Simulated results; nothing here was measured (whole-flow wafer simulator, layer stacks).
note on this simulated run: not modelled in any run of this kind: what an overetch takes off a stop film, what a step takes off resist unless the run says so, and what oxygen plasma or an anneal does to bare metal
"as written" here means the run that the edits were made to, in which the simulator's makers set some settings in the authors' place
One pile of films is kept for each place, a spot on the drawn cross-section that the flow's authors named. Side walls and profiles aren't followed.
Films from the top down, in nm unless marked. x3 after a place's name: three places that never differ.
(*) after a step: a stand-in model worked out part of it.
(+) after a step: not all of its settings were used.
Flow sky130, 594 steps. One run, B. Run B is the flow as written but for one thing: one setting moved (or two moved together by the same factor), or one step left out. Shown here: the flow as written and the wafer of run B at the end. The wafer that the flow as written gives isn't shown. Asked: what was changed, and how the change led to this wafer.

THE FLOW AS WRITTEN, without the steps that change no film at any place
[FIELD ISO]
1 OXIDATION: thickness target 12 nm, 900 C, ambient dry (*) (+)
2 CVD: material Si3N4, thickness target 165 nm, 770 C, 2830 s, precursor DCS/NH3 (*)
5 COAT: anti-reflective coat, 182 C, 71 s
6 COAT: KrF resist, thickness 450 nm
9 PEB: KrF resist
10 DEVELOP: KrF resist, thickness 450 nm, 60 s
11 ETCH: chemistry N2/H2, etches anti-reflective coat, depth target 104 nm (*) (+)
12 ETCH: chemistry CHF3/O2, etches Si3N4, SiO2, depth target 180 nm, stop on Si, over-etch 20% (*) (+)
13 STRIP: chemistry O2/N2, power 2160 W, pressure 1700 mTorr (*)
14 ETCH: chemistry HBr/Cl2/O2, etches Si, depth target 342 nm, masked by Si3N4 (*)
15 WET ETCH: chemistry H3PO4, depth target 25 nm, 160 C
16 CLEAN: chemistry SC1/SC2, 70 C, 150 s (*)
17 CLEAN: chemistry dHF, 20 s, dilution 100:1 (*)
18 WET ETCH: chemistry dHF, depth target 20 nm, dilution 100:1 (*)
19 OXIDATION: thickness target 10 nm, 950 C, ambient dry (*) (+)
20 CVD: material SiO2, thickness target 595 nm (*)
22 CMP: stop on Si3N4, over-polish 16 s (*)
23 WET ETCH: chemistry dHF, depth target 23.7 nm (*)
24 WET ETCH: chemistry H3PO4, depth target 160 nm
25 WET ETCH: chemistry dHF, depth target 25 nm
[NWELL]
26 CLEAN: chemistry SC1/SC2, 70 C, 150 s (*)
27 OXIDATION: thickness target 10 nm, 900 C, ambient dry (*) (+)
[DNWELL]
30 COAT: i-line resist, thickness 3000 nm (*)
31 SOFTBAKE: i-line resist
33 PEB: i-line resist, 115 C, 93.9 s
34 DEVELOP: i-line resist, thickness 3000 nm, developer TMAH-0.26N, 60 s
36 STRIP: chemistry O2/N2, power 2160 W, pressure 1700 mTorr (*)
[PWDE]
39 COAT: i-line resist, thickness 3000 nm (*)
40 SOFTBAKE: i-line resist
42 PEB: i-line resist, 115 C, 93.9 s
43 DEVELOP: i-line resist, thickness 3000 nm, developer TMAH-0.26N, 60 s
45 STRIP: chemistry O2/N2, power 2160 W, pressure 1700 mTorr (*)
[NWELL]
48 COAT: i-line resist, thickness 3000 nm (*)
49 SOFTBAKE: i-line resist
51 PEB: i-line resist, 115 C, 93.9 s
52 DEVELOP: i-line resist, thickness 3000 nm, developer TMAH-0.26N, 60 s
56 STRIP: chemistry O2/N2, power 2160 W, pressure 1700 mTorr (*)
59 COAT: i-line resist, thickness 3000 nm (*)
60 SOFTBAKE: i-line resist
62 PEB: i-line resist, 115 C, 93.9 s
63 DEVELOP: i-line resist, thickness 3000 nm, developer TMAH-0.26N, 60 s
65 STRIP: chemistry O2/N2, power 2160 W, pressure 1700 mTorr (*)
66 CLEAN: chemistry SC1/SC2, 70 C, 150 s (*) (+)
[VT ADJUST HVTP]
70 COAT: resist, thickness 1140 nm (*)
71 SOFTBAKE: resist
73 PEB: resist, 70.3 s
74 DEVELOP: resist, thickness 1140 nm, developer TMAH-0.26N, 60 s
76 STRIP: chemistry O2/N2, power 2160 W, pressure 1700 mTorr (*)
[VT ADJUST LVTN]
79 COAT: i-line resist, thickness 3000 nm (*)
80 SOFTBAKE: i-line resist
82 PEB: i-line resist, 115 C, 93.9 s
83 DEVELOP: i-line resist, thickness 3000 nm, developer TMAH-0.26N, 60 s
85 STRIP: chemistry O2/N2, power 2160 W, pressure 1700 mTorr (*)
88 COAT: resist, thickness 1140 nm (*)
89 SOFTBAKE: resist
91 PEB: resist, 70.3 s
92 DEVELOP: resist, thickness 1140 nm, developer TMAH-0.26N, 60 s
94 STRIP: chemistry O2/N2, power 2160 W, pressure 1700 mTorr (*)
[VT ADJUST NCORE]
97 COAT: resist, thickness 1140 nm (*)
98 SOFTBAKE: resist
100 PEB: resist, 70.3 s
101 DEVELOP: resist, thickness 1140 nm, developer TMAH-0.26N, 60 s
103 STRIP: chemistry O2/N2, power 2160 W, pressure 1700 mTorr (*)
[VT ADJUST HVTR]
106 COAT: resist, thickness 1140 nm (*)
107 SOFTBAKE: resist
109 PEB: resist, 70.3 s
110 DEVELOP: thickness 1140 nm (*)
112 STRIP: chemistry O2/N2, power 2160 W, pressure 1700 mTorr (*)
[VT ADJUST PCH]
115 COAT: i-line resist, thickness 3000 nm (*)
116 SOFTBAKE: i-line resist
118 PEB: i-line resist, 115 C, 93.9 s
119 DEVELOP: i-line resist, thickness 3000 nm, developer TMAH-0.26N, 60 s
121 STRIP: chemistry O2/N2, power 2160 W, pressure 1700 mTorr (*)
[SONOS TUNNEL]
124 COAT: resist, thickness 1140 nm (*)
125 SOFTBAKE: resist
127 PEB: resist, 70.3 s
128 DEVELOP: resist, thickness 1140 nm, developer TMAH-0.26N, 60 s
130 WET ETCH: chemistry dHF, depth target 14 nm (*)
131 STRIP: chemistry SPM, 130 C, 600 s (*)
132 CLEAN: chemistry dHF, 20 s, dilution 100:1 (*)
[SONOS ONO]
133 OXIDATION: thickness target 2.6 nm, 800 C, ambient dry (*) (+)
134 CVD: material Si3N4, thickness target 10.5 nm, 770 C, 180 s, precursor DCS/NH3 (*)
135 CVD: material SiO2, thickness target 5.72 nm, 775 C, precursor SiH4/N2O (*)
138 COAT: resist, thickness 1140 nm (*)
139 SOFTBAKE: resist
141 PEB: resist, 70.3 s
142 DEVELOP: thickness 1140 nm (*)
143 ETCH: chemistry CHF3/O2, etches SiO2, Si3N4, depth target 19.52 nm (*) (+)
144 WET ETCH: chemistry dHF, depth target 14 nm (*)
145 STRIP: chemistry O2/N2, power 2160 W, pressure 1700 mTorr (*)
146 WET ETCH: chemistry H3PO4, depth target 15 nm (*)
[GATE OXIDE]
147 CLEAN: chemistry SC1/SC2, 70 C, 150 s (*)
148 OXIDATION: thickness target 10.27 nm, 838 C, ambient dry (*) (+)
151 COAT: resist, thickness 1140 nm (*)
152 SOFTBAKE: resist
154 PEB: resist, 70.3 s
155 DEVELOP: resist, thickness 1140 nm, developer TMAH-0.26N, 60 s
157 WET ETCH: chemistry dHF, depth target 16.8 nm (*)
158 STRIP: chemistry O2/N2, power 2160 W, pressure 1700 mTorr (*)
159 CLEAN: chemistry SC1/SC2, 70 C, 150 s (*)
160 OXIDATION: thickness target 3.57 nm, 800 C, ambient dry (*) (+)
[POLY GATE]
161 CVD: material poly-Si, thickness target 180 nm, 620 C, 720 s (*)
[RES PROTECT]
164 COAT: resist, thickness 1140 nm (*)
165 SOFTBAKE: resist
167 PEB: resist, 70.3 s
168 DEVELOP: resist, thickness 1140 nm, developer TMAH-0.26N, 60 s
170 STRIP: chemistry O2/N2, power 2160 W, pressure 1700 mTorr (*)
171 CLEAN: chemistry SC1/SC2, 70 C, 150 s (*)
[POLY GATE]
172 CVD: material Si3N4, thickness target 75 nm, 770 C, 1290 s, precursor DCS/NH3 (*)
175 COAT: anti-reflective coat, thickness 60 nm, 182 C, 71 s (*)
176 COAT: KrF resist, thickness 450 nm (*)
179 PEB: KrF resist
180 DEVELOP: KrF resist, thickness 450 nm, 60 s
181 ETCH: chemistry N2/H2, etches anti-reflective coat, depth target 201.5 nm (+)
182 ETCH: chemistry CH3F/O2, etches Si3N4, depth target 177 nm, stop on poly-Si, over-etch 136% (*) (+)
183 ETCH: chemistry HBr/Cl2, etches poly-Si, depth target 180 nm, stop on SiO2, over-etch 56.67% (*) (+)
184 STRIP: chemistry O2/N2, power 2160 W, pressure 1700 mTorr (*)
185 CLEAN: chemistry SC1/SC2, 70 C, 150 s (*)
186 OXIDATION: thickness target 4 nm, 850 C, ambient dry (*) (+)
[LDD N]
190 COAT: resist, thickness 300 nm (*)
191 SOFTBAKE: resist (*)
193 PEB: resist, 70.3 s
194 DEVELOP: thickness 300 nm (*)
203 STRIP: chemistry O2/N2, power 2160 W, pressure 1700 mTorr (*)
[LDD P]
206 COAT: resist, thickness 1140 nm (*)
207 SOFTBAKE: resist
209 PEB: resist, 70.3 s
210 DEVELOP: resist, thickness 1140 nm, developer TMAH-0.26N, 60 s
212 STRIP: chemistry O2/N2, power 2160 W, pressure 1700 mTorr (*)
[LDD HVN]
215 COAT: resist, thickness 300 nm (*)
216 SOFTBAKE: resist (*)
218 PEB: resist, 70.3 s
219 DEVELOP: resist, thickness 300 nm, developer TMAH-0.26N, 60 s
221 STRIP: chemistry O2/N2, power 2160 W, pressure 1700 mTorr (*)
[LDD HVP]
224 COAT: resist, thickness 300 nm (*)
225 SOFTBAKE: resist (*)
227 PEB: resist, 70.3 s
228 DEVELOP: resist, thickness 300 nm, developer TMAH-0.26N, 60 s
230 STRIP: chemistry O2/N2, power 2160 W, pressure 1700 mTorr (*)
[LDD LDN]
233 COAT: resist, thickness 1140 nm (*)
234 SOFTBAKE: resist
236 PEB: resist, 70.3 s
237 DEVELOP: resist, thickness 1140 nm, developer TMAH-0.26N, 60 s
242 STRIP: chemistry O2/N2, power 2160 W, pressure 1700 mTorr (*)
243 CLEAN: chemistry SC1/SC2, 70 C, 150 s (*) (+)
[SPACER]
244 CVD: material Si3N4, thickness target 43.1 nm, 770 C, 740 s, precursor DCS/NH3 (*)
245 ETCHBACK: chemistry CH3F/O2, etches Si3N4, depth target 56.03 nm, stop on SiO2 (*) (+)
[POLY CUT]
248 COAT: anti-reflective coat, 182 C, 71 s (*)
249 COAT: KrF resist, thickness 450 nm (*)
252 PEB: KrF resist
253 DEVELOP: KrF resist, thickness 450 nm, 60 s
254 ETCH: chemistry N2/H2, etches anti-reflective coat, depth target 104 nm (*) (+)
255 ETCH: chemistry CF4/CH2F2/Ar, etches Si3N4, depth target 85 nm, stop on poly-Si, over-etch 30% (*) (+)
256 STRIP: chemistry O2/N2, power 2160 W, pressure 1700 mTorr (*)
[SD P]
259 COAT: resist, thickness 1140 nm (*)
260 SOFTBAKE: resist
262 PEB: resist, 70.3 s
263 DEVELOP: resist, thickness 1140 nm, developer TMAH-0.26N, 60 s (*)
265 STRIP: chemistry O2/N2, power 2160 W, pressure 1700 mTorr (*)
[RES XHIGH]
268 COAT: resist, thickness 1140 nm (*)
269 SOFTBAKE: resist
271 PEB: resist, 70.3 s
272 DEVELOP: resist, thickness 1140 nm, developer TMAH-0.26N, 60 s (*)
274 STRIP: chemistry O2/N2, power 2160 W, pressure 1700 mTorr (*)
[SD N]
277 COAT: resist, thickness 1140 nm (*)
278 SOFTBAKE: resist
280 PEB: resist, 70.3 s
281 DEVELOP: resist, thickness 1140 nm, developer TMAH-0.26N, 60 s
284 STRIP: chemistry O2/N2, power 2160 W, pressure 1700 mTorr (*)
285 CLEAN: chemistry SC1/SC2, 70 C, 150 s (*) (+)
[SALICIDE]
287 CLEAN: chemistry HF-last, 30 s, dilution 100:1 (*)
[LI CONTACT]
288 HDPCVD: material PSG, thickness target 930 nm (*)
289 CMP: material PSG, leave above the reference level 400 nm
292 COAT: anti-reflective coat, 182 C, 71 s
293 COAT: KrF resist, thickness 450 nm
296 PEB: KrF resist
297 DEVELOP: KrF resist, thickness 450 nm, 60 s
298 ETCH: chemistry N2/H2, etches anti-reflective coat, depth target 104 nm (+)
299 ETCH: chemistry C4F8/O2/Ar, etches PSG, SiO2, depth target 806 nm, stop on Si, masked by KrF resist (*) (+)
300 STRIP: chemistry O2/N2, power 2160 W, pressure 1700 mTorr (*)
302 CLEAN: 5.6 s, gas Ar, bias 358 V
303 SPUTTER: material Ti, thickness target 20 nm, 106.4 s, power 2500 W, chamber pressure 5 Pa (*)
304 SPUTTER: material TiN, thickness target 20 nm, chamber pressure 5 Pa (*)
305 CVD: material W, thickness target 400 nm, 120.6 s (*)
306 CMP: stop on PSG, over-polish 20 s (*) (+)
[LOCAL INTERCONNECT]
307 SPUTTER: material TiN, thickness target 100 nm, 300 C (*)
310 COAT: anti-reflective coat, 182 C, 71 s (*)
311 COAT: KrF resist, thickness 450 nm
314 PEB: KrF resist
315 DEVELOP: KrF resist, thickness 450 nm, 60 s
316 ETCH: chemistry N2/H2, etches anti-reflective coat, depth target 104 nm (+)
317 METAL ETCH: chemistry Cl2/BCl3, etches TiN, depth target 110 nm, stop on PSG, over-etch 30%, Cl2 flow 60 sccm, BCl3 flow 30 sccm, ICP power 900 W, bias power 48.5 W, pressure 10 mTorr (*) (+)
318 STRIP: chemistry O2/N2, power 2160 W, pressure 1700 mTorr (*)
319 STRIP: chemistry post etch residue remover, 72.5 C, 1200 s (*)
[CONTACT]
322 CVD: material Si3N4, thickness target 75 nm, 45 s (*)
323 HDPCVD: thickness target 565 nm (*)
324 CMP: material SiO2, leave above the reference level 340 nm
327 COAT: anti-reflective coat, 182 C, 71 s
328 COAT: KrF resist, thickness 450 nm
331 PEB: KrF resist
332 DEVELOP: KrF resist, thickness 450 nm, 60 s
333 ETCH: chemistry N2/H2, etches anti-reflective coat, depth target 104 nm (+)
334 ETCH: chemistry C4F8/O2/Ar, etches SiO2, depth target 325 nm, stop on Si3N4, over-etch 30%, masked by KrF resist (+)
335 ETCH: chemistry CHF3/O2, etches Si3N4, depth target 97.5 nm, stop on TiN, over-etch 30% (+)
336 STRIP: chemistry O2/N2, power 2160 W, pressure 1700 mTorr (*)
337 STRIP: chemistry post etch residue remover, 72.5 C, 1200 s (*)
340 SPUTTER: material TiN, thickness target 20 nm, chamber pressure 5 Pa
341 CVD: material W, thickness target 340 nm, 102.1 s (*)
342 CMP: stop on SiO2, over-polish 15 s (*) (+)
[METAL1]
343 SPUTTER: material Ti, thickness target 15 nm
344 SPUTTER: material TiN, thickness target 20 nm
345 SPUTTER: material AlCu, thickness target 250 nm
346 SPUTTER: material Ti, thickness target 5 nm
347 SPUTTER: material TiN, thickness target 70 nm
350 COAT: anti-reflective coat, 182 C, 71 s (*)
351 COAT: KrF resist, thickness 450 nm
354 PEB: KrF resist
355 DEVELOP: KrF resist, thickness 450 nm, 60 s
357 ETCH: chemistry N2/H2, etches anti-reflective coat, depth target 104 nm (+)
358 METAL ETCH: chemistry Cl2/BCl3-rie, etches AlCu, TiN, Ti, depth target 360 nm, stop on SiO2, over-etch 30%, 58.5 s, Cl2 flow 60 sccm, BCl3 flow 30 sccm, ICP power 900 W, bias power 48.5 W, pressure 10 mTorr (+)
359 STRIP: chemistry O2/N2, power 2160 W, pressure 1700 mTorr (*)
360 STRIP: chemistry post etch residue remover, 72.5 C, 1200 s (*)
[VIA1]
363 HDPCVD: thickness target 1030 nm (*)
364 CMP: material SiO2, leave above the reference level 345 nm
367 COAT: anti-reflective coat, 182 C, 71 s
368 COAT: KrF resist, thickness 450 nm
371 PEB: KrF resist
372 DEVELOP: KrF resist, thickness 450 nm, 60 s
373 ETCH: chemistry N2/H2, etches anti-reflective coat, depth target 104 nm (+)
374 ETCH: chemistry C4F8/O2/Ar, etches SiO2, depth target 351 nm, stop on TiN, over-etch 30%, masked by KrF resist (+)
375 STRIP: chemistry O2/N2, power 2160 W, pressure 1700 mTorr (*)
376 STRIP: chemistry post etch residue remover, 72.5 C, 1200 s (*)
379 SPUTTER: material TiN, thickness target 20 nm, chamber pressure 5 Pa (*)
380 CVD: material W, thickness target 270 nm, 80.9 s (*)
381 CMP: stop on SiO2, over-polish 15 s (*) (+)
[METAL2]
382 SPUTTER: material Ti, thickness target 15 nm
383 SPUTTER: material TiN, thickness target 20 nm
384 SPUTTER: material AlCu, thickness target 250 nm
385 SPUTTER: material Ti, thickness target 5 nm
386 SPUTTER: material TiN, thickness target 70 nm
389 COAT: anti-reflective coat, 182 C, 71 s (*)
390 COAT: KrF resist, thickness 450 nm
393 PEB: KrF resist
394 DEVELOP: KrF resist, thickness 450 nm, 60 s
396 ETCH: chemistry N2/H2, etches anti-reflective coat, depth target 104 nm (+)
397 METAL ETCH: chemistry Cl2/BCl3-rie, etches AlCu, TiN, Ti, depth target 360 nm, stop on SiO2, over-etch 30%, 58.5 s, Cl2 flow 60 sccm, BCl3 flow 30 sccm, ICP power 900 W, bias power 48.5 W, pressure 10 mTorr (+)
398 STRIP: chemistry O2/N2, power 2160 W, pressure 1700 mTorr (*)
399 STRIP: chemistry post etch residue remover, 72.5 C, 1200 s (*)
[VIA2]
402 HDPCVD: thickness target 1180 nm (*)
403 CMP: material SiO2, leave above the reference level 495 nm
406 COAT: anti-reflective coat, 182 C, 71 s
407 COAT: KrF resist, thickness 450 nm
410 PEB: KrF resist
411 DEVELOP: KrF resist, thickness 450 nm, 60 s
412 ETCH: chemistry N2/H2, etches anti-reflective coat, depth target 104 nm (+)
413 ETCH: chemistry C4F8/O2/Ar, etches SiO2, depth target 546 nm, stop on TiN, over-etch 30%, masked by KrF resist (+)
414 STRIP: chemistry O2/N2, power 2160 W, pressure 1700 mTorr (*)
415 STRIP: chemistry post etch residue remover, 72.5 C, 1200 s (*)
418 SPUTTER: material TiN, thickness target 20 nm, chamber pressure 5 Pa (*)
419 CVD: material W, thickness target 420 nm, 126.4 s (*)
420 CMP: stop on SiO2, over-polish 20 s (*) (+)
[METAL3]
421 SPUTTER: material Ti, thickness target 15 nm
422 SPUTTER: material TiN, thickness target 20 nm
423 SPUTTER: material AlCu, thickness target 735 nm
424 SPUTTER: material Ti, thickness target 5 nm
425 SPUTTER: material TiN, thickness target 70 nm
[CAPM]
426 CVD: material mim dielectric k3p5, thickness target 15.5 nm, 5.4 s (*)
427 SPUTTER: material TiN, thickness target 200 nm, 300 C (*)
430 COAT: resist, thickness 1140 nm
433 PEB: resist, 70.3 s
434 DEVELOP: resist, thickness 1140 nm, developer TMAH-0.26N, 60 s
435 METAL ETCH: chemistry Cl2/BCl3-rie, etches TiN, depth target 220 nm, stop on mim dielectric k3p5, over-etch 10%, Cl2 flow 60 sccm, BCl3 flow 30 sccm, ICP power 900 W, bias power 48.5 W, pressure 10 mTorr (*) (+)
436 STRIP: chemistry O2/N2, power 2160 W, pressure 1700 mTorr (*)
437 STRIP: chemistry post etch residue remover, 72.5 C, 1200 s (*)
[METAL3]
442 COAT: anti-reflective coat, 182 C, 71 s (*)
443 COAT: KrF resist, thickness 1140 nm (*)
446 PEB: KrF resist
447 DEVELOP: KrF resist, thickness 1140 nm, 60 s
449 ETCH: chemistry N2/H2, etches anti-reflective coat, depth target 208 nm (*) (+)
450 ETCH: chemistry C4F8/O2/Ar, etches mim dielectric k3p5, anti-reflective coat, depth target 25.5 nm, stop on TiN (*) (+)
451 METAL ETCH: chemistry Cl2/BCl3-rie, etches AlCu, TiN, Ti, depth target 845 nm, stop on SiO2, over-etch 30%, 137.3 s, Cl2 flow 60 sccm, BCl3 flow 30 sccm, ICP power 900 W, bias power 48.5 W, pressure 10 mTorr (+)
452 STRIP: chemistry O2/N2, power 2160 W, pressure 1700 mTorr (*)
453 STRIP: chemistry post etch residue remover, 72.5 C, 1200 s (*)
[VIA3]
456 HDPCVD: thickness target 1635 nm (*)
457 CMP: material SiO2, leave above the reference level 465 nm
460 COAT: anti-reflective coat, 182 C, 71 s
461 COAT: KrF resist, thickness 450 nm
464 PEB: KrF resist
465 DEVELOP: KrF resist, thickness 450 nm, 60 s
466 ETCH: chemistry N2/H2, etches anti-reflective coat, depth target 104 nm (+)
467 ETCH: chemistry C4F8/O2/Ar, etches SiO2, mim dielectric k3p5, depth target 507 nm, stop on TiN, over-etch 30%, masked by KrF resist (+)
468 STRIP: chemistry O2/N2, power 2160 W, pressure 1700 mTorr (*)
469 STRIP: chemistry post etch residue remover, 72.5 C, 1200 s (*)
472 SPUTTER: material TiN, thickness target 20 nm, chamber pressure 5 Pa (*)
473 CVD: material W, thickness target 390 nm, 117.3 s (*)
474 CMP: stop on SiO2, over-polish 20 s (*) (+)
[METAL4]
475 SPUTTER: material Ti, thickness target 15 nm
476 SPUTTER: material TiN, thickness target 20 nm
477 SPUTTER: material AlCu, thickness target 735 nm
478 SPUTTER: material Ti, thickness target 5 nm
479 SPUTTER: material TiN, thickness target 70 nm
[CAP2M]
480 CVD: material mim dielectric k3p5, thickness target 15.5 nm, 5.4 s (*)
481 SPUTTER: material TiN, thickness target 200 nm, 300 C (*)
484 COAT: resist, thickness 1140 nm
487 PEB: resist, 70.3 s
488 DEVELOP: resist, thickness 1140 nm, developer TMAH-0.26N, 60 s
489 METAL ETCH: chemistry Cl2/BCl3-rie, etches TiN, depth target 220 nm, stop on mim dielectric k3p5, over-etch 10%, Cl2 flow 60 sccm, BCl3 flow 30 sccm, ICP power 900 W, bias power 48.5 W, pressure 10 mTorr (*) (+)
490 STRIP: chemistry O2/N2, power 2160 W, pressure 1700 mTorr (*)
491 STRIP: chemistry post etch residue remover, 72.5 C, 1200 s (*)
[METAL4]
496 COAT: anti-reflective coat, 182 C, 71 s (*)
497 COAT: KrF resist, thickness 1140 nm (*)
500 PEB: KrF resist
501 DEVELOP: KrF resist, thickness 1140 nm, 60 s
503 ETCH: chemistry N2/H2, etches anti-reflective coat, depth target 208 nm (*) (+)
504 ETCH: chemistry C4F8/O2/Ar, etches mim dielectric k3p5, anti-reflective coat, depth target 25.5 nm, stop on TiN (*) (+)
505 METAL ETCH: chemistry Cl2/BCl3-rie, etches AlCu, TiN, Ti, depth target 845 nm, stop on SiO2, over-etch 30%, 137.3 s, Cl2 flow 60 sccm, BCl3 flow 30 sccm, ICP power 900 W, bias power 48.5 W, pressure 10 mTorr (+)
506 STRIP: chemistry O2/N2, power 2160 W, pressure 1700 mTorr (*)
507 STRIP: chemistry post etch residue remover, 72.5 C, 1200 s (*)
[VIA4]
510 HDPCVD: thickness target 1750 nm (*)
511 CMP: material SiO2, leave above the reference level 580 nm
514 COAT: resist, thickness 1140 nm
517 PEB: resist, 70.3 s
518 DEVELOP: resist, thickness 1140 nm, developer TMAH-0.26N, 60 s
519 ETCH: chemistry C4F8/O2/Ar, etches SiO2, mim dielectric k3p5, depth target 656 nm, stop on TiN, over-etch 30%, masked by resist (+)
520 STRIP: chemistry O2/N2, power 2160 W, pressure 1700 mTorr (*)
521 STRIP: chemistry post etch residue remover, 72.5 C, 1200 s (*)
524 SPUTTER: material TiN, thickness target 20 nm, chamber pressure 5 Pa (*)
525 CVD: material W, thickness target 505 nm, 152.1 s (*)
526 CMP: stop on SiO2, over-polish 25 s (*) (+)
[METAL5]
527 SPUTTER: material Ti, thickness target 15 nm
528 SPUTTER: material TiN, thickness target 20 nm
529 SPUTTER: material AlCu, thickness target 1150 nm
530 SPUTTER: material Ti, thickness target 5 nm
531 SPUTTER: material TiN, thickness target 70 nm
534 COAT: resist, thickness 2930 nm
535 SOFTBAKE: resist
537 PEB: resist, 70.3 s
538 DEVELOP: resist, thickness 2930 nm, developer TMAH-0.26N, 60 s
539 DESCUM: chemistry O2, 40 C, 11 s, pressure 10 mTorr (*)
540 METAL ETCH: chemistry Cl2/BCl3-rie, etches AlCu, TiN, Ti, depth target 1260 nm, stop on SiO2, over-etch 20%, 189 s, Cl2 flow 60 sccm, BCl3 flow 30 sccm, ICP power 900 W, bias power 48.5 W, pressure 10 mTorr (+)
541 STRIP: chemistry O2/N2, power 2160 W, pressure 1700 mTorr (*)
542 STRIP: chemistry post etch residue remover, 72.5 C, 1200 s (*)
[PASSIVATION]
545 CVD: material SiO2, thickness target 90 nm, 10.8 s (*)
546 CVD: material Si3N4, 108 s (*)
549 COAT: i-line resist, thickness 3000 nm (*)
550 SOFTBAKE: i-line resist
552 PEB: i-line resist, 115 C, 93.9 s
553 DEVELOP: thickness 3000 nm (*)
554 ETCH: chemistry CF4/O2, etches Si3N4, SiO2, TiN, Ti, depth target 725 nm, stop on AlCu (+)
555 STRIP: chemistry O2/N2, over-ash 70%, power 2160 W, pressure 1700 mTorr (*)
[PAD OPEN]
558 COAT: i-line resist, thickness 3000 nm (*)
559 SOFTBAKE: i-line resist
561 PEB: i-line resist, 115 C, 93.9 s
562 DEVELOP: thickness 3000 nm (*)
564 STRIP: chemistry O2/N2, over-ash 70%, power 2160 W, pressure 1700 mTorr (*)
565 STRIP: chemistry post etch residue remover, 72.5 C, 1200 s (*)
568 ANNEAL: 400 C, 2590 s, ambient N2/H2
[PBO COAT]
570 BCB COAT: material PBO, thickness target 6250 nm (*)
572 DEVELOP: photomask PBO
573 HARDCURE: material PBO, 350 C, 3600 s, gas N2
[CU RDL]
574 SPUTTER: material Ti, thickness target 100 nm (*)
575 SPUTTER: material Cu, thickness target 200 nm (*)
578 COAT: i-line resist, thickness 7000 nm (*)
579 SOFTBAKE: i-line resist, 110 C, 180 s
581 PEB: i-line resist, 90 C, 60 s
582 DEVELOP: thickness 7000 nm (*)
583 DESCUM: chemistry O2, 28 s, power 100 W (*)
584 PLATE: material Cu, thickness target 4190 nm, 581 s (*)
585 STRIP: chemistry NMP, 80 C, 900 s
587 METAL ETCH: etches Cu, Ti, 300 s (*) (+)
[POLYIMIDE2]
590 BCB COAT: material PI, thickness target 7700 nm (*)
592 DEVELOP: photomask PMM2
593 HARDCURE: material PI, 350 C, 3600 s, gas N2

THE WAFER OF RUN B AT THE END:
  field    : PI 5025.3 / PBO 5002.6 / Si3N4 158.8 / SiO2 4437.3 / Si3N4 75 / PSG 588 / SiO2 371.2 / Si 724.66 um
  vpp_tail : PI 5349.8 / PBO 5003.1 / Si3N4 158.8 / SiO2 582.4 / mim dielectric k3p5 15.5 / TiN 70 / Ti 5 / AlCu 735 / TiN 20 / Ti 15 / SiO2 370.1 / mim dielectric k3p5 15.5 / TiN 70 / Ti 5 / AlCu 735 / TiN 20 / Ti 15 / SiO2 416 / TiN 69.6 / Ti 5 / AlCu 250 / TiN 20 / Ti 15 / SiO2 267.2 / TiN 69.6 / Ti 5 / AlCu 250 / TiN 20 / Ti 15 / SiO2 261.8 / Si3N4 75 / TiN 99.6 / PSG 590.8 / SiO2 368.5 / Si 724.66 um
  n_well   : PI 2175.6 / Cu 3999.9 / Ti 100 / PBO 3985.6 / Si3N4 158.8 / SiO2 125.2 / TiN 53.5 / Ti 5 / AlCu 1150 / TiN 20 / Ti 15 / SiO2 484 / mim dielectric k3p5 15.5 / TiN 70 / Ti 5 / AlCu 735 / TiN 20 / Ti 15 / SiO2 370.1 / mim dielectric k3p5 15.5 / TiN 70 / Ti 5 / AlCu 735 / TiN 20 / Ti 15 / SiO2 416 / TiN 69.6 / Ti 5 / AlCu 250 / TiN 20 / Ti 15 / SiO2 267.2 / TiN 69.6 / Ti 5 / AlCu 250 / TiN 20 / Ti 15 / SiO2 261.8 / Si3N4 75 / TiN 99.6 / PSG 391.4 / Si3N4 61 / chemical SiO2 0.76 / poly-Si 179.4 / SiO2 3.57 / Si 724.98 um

The cause: step 531, SPUTTER: thickness target 53.9 nm was run, where the flow has thickness target 70 nm.

How the change led to this, step by step:
  531 SPUTTER: material TiN, thickness target 70 nm
      field, active, n_well and 190 more: TiN +53.9 (new film) (as written it would be: TiN +70 (new film))
  540 METAL ETCH: chemistry Cl2/BCl3-rie, etches AlCu, TiN, Ti, depth target 1260 nm, stop on SiO2, over-etch 20%, 189 s, Cl2 flow 60 sccm, BCl3 flow 30 sccm, ICP power 900 W, bias power 48.5 W, pressure 10 mTorr (+)
      field, active, gate and 175 more: TiN -53.9 (all of it), Ti -5 (all of it), AlCu -1150 (all of it), TiN -20 (all of it), Ti -15 (all of it), SiO2 -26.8 (as written it would be: TiN -70 (all of it), Ti -5 (all of it), AlCu -1150 (all of it), TiN -20 (all of it), Ti -15 (all of it), SiO2 -25.2)
  550 SOFTBAKE: i-line resist
      drift_pwde: i-line resist +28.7 (as written it would be: i-line resist +29.3)
  554 ETCH: chemistry CF4/O2, etches Si3N4, SiO2, TiN, Ti, depth target 725 nm, stop on AlCu (+)
      field, active, n_well and 189 more: i-line resist -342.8 (as written it would be: i-line resist -358.9)
      pad: Si3N4 -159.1 (all of it), SiO2 -125.2 (all of it), TiN -53.5 (all of it), Ti -5 (all of it) (as written it would be: Si3N4 -159.1 (all of it), SiO2 -125.2 (all of it), TiN -69.6 (all of it), Ti -5 (all of it))
  555 STRIP: chemistry O2/N2, over-ash 70%, power 2160 W, pressure 1700 mTorr (*)
      n_well, p_well, sd_n, sd_p: i-line resist -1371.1 (all of it) (as written it would be: i-line resist -1340.8 (all of it))
      m1: i-line resist -1394 (all of it) (as written it would be: i-line resist -1364.1 (all of it))
      (and at 6 more places)
  559 SOFTBAKE: i-line resist
      drift_pwde: i-line resist +28.7 (as written it would be: i-line resist +29.3)
